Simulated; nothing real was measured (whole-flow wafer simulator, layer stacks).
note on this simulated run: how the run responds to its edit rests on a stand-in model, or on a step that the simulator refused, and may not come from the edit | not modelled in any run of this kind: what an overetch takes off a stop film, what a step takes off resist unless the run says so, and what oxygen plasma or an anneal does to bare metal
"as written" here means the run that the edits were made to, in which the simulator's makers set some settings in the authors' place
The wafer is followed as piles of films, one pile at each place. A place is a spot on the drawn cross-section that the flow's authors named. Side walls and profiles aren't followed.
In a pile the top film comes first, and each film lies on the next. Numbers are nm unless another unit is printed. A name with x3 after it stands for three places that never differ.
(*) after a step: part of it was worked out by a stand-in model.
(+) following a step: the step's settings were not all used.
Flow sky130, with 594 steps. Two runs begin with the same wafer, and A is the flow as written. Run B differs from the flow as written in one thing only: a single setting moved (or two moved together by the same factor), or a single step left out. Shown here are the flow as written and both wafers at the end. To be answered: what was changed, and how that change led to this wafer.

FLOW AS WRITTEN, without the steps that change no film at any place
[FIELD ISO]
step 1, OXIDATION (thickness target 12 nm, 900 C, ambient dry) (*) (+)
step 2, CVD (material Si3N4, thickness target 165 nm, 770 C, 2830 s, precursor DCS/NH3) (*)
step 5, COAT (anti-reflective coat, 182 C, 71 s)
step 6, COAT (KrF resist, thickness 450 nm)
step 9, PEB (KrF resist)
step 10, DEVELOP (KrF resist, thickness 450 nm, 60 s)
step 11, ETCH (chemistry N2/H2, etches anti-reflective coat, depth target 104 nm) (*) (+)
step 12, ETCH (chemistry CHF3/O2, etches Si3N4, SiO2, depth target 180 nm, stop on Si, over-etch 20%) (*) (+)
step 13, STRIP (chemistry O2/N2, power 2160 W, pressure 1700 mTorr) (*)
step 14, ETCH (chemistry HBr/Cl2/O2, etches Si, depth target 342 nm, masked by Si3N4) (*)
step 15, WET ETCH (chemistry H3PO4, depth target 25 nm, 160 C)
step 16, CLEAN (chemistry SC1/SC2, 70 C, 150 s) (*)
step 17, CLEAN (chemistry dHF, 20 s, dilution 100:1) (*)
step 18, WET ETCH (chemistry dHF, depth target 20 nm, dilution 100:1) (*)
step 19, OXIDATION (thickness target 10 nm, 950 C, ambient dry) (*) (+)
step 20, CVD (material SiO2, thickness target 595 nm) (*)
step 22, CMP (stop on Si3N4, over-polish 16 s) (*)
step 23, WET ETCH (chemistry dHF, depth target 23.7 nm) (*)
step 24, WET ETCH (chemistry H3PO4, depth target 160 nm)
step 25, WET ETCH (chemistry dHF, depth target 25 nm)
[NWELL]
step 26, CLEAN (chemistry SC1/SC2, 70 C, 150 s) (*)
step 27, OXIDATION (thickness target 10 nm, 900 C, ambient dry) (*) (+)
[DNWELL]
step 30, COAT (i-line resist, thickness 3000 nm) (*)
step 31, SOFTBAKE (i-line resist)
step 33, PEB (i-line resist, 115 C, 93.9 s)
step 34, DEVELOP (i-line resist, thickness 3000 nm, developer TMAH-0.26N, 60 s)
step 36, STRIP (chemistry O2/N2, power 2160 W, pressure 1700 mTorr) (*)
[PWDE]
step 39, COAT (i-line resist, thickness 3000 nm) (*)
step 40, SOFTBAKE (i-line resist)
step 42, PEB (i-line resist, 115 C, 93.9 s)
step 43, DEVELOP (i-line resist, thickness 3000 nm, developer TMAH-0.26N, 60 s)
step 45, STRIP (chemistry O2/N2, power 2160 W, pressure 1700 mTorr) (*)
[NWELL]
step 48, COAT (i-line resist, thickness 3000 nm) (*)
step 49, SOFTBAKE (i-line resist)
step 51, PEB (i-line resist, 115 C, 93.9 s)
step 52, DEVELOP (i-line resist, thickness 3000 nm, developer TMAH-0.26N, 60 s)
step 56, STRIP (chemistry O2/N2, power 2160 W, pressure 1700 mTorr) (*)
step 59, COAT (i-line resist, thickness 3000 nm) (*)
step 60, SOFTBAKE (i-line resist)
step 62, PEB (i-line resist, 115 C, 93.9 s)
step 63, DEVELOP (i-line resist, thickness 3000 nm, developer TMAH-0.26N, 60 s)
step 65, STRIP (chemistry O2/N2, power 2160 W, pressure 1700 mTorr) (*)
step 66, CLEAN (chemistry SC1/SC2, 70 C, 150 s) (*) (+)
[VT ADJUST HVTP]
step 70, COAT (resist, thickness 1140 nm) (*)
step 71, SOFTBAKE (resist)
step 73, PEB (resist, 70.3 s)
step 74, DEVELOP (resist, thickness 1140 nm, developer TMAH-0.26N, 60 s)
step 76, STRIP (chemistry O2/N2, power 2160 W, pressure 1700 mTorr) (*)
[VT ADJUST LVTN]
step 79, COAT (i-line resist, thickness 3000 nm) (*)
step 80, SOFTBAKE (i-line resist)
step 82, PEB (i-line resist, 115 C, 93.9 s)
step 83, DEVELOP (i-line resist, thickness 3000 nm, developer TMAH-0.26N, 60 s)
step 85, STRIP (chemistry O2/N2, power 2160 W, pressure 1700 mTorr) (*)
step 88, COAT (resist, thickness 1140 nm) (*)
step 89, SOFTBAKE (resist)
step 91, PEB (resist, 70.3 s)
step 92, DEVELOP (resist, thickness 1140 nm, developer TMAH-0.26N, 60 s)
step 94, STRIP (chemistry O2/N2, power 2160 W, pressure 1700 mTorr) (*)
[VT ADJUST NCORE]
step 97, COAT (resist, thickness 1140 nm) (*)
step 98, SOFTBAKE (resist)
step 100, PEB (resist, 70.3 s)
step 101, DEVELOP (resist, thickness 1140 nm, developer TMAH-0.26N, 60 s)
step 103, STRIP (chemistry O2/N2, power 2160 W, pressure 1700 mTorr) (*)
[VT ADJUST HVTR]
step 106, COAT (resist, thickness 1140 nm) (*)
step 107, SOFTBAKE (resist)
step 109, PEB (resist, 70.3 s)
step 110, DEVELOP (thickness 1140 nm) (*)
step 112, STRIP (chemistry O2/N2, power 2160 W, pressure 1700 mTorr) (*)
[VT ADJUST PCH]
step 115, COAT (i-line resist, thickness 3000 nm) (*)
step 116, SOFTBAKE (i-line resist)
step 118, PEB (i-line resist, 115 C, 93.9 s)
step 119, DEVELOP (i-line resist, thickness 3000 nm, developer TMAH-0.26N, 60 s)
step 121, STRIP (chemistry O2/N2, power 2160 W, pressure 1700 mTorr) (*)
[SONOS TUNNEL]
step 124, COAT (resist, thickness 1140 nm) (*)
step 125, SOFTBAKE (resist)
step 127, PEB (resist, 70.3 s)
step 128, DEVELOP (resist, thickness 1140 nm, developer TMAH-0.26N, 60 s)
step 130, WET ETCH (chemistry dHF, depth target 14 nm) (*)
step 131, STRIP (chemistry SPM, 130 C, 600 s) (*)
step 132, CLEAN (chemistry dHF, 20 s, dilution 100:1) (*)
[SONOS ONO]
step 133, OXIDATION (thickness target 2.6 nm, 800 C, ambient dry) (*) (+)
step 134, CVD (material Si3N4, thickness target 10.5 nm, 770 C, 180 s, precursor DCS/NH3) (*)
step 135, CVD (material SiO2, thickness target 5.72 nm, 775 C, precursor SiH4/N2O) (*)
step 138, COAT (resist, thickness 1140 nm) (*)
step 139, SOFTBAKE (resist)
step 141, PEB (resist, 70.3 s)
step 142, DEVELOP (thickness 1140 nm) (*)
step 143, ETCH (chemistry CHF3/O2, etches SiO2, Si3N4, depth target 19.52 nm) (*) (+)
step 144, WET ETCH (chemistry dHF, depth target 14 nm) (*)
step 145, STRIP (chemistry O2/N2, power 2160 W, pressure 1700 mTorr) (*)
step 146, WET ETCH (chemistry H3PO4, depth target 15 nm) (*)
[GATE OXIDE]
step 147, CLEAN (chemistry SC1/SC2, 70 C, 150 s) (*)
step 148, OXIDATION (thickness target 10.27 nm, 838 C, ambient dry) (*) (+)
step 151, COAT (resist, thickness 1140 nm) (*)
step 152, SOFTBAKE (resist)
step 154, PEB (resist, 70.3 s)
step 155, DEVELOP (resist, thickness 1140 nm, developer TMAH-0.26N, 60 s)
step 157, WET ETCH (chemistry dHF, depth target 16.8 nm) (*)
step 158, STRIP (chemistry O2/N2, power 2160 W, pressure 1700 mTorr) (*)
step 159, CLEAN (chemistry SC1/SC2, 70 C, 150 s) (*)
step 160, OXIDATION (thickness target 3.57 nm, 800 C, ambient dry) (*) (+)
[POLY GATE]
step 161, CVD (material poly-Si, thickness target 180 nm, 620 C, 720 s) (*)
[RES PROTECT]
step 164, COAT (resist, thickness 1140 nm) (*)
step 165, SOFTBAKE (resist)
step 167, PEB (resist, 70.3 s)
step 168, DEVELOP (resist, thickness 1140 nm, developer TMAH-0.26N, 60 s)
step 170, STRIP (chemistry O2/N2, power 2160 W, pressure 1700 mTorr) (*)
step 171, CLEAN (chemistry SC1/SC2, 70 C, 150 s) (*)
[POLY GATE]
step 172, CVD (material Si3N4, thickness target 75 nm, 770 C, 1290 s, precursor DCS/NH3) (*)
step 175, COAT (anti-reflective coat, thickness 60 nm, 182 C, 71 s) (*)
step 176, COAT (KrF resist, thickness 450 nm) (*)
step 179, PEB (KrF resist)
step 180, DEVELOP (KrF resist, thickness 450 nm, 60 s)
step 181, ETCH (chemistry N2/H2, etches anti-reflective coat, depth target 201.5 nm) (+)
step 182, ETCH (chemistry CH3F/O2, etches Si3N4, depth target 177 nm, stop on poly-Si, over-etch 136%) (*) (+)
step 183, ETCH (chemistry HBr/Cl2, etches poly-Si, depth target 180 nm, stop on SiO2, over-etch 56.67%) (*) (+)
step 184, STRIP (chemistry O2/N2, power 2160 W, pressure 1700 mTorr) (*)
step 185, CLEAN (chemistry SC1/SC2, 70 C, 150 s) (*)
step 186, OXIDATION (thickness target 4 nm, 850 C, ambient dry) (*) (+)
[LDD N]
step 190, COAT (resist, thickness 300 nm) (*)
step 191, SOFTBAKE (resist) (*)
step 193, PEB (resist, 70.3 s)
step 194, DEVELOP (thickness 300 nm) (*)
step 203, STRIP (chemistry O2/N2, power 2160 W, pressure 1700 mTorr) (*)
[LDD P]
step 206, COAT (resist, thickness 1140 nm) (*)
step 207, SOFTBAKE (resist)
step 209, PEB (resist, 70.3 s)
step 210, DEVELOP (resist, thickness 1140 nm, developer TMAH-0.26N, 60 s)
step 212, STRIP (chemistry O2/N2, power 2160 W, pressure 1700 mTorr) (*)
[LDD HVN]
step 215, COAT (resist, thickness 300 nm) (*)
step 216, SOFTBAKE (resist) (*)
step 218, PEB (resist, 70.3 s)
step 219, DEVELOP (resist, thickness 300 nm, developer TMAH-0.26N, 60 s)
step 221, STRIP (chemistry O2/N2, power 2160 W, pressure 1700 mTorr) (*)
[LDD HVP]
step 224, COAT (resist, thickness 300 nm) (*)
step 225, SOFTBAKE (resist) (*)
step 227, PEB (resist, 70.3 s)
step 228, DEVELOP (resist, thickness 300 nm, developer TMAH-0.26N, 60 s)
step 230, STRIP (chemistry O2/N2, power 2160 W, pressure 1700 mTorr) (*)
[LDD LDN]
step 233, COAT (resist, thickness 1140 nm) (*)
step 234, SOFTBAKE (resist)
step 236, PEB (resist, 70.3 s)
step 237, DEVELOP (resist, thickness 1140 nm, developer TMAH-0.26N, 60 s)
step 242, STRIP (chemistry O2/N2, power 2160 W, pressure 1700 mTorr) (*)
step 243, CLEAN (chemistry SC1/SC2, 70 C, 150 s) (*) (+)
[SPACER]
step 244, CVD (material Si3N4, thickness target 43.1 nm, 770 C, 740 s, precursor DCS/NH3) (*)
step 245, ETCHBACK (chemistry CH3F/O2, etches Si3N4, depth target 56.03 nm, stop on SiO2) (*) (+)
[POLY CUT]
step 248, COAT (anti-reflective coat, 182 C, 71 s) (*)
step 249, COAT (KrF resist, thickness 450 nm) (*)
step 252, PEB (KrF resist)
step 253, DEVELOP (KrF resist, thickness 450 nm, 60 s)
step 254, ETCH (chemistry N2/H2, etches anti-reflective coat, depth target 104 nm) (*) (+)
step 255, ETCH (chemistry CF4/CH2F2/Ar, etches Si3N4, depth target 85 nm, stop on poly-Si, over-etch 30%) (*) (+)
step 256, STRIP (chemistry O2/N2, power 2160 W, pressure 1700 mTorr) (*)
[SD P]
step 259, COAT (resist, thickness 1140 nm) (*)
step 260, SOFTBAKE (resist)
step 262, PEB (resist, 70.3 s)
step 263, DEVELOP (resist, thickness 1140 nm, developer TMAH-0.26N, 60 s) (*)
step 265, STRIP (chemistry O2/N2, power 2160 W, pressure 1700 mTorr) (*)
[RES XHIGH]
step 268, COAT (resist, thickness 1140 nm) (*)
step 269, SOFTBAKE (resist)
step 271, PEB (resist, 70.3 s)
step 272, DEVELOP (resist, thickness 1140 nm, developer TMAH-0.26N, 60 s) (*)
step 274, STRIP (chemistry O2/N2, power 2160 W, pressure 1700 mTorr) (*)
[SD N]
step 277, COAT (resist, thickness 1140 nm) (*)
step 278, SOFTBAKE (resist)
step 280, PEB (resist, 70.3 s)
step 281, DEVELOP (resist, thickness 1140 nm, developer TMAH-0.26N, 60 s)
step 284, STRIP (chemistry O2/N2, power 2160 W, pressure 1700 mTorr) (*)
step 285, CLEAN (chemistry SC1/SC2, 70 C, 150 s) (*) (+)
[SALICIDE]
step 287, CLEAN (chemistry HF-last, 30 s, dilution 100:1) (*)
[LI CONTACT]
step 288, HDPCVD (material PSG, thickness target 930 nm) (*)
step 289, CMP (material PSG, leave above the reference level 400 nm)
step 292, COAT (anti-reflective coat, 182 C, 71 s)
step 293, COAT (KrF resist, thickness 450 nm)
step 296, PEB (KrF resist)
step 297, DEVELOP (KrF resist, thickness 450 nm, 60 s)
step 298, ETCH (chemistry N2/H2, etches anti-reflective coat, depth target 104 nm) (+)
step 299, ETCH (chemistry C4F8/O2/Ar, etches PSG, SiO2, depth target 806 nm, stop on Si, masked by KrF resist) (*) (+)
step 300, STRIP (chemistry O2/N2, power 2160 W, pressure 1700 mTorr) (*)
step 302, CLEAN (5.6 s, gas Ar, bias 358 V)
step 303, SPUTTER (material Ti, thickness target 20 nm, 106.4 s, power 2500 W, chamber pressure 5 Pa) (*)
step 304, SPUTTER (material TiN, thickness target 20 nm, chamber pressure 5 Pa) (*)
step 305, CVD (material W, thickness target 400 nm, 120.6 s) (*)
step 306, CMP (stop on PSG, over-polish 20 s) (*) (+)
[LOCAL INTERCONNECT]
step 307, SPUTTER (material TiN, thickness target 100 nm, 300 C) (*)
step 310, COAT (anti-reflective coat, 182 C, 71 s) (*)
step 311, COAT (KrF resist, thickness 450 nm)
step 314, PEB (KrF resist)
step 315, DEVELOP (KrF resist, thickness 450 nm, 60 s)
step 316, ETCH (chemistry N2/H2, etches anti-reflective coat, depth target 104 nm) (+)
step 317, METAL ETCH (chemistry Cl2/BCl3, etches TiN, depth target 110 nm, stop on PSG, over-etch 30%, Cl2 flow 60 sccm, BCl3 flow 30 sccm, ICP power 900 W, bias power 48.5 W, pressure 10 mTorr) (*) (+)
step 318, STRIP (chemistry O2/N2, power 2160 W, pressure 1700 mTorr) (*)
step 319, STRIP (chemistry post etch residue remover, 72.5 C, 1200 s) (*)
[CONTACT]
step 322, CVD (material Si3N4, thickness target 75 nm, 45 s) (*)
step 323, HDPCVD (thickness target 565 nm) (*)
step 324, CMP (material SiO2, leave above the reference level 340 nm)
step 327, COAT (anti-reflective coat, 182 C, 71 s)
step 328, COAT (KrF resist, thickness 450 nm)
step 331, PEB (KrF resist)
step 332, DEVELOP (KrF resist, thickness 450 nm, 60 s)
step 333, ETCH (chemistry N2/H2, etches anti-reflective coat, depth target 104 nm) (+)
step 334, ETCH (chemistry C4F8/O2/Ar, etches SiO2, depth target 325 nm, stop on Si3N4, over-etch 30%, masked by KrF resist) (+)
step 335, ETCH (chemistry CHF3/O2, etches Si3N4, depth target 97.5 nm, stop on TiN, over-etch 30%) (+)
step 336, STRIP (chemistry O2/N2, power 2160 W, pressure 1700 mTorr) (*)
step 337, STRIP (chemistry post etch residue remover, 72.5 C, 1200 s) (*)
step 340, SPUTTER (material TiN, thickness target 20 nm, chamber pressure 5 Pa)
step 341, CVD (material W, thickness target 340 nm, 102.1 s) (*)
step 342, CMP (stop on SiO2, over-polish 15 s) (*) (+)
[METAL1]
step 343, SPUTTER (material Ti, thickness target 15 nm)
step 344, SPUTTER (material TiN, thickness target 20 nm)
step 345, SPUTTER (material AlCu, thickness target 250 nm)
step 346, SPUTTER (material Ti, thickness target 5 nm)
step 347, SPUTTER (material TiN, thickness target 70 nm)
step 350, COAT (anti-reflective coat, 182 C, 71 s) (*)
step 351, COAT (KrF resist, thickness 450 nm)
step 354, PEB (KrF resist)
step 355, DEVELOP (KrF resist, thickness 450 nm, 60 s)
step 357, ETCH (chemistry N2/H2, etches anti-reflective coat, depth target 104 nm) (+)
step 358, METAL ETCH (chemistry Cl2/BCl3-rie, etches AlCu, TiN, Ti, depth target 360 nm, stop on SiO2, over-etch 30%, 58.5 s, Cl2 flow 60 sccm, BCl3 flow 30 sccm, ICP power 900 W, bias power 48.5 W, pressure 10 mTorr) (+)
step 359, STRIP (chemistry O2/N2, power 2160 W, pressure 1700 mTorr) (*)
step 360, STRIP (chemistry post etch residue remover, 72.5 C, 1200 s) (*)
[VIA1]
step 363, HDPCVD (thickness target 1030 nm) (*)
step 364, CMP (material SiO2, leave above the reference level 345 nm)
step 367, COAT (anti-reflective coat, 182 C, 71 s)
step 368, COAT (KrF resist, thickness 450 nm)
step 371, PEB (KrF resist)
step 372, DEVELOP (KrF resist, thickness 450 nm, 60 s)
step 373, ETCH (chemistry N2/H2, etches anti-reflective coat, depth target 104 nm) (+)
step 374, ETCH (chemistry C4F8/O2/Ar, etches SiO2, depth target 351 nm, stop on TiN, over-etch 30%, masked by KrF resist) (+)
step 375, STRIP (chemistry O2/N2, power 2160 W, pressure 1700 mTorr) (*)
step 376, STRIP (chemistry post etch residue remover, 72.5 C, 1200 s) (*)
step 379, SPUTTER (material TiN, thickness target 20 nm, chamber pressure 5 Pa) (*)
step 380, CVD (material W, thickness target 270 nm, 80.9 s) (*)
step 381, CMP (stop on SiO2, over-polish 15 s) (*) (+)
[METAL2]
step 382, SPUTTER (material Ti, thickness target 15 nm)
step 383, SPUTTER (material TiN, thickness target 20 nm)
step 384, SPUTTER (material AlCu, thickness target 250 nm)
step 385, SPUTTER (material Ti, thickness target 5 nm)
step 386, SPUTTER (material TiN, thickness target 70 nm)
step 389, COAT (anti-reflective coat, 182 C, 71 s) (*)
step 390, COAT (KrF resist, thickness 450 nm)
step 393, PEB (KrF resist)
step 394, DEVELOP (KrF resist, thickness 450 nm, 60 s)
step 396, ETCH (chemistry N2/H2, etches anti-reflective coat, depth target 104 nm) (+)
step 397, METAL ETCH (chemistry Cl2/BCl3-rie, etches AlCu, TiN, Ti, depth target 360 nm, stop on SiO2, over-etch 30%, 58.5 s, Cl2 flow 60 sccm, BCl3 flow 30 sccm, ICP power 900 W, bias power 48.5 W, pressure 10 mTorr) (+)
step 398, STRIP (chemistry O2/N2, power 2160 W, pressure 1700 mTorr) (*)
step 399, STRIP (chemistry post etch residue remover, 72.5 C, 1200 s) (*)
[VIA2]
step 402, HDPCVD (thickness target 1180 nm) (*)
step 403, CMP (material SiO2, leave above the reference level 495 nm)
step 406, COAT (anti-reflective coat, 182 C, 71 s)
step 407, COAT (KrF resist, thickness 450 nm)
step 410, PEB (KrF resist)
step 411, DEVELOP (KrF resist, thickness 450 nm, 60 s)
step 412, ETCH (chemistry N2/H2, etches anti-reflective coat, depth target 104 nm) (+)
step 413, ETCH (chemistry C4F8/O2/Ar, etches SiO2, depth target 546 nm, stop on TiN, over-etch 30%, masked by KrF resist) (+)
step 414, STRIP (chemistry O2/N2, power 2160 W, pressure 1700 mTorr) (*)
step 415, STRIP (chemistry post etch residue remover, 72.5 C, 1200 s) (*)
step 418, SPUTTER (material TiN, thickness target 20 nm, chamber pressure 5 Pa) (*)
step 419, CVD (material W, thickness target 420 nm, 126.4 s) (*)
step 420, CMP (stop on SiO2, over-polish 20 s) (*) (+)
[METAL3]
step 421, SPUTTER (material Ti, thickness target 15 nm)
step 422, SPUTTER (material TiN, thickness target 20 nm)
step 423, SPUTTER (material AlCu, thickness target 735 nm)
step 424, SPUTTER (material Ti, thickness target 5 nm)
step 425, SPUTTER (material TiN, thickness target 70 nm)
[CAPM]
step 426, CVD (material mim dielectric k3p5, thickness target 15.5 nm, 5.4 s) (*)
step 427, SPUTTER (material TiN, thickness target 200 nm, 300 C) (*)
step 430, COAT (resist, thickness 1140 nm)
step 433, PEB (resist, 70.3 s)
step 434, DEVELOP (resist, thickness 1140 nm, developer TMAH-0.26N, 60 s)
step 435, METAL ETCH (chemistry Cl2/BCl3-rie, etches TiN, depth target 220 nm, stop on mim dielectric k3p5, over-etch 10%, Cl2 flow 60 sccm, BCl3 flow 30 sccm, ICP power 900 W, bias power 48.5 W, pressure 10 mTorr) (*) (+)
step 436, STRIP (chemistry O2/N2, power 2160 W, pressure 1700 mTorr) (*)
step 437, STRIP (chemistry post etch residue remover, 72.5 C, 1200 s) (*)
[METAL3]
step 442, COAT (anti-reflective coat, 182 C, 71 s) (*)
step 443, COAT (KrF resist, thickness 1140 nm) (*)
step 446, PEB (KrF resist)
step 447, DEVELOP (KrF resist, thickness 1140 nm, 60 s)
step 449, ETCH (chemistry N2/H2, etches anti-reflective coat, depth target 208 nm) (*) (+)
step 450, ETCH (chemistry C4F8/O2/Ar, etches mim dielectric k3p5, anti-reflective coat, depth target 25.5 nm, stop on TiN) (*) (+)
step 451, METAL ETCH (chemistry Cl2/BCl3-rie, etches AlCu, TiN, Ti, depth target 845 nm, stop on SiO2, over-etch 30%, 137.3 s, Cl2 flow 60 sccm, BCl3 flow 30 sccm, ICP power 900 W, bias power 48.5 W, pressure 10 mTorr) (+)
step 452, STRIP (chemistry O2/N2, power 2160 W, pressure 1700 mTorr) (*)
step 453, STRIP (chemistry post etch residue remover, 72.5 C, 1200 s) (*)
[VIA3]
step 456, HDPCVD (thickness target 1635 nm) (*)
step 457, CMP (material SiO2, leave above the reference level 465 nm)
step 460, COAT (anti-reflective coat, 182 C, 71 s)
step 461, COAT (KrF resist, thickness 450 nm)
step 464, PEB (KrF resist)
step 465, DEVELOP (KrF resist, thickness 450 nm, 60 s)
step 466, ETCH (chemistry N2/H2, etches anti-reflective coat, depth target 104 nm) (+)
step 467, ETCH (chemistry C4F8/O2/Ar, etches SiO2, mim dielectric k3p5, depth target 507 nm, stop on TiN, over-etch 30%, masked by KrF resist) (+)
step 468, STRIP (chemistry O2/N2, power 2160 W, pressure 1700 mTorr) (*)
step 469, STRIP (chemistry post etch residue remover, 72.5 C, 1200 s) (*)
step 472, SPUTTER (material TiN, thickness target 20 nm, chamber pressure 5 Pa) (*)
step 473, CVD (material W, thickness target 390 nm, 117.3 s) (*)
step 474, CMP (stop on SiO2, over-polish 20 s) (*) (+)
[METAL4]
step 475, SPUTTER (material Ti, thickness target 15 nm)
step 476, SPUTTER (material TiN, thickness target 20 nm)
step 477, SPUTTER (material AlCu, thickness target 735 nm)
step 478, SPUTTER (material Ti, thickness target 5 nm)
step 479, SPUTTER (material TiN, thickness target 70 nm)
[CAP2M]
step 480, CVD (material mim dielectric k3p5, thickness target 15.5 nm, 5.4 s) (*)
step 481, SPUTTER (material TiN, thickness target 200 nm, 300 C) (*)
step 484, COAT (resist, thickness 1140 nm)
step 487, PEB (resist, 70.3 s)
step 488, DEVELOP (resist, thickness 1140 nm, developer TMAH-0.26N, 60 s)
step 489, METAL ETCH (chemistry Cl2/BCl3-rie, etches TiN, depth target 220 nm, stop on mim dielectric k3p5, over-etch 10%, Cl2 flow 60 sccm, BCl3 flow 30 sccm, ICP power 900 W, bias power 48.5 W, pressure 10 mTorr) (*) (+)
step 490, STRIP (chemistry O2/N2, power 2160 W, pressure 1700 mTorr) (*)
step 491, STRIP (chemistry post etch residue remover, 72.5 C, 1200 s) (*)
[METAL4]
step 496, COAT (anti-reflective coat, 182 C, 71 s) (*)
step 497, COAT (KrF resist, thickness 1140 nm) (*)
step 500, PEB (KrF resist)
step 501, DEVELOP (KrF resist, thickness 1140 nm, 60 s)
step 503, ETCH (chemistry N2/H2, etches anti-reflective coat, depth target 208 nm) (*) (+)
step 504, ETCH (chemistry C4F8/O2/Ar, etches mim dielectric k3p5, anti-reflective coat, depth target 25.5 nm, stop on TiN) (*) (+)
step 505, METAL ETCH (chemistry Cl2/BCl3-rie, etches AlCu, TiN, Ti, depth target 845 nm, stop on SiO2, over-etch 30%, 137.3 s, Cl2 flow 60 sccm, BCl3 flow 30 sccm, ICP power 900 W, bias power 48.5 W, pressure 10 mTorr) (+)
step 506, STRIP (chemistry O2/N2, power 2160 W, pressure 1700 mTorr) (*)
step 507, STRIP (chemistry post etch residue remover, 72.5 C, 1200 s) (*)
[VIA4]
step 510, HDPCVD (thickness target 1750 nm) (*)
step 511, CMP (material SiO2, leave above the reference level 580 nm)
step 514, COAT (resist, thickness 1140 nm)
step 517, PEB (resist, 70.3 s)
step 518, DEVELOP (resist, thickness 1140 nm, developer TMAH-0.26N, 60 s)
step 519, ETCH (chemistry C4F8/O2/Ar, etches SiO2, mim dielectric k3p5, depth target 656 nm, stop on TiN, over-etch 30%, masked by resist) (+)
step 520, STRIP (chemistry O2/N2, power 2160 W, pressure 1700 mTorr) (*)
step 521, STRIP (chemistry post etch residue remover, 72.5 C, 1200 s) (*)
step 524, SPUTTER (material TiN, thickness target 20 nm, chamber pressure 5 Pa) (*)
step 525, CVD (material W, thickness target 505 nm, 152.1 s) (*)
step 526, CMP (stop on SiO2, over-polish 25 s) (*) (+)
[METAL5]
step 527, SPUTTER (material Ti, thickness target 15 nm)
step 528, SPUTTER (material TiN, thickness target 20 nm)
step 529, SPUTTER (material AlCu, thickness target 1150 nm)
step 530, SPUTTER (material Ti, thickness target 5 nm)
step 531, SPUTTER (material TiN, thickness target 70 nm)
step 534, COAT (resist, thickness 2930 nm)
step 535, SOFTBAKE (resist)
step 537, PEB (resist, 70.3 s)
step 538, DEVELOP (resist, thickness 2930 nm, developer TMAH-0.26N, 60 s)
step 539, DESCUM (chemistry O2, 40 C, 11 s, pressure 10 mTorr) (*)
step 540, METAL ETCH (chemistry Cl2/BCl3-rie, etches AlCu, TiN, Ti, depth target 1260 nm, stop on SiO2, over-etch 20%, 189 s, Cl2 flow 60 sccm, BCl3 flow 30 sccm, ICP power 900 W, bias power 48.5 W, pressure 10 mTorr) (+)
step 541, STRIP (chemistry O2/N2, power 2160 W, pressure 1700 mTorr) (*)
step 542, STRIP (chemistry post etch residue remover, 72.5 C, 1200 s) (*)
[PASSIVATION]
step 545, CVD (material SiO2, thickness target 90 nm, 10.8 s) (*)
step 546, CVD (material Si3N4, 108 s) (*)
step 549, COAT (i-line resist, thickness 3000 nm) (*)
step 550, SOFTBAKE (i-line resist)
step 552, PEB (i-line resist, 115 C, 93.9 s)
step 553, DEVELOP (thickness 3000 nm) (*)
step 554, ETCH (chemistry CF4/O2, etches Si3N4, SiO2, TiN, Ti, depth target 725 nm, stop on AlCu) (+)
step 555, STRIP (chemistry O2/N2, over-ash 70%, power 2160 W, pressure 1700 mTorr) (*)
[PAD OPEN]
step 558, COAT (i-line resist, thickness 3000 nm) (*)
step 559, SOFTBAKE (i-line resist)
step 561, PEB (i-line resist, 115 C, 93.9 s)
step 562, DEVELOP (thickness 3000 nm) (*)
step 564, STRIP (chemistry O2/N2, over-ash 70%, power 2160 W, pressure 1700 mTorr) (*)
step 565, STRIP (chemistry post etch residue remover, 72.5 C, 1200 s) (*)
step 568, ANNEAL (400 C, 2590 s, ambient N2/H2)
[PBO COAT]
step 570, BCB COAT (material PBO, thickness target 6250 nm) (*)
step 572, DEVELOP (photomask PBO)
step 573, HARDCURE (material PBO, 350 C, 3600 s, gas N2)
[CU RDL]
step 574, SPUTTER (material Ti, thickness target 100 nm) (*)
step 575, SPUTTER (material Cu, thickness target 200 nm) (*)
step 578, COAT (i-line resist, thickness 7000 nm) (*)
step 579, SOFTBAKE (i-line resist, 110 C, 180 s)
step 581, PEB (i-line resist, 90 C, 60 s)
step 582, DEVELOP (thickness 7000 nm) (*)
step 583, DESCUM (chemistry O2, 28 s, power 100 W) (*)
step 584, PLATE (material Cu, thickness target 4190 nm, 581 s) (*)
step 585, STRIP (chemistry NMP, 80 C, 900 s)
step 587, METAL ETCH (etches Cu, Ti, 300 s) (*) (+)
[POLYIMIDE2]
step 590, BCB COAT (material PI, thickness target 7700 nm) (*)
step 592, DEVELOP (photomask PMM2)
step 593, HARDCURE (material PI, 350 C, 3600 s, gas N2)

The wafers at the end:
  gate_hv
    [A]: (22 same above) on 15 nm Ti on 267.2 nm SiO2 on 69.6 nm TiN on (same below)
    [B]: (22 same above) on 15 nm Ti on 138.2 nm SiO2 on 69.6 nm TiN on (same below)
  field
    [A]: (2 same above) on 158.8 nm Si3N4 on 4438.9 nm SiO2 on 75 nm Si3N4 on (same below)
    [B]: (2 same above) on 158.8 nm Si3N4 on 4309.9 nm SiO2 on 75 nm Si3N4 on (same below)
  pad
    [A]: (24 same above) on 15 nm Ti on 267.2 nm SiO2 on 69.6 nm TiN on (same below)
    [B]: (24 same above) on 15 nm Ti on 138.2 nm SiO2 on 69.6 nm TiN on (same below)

Cause: step 364, CMP: leave above the reference level 216 nm was run, while the flow as written has leave above the reference level 345 nm.

How this came from the change, step by step:
  step 364, CMP (material SiO2, leave above the reference level 345 nm)
      n_well, p_well, gate_hv and 100 more: A SiO2 loses 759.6 | B SiO2 loses 888.6
      field, active, gate and 81 more: A SiO2 loses 389.1 | B SiO2 loses 518.1
      (as well as at 4 more places)
  step 374, ETCH (chemistry C4F8/O2/Ar, etches SiO2, depth target 351 nm, stop on TiN, over-etch 30%, masked by KrF resist) (+)
      field, active, n_well and 186 more: A KrF resist loses 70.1 | B KrF resist loses 36.6
      m1, via1_hole: A SiO2 loses 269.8 (all of it) | B SiO2 loses 140.8 (all of it)
  step 375, STRIP (chemistry O2/N2, power 2160 W, pressure 1700 mTorr) (*)
      field, active, n_well and 186 more: A KrF resist loses 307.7 (all of it), anti-reflective coat loses 80 (all of it) | B KrF resist loses 341.2 (all of it), anti-reflective coat loses 80 (all of it)
  step 379, SPUTTER (material TiN, thickness target 20 nm, chamber pressure 5 Pa) (*)
      m1: A TiN gains 11 | B TiN gains 13.8
      via1_hole: A TiN gains 10.9 | B TiN gains 13.7
  step 380, CVD (material W, thickness target 270 nm, 80.9 s) (*)
      m1, via1_hole: A W gains 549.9 (new film) | B W gains 418.1 (new film)
